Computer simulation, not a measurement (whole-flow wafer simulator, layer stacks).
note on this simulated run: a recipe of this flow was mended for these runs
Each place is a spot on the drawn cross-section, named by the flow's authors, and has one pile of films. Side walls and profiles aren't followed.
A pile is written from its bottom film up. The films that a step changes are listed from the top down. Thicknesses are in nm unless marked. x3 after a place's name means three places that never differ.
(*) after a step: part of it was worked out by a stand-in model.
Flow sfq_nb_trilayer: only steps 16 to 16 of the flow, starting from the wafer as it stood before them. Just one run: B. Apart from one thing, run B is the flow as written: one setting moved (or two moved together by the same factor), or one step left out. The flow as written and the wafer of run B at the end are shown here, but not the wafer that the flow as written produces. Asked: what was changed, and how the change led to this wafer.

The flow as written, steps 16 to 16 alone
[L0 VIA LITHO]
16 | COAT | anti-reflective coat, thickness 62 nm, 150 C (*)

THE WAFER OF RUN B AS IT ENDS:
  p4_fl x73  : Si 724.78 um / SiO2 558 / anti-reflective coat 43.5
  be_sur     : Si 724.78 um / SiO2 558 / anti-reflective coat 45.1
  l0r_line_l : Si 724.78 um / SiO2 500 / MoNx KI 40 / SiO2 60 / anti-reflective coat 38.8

What caused this: step 16, COAT: thickness 43.5 nm was run, whereas the flow has thickness 62 nm.
The wafer lets one read it off: p4_fl x73 has anti-reflective coat 43.5, and step 16 as written asks for 62 nm.

The path from the change to this, step by step:
  16 | COAT | anti-reflective coat, thickness 62 nm, 150 C (*)
      p4_fl x73: anti-reflective coat gains 43.5 (new film) (it would be, as written: anti-reflective coat gains 62 (new film))
      be_sur, gap, jj_sur and 8 more: anti-reflective coat gains 45.1 (new film) (it would be, as written: anti-reflective coat gains 63.8 (new film))
      (and at 22 other places as well)
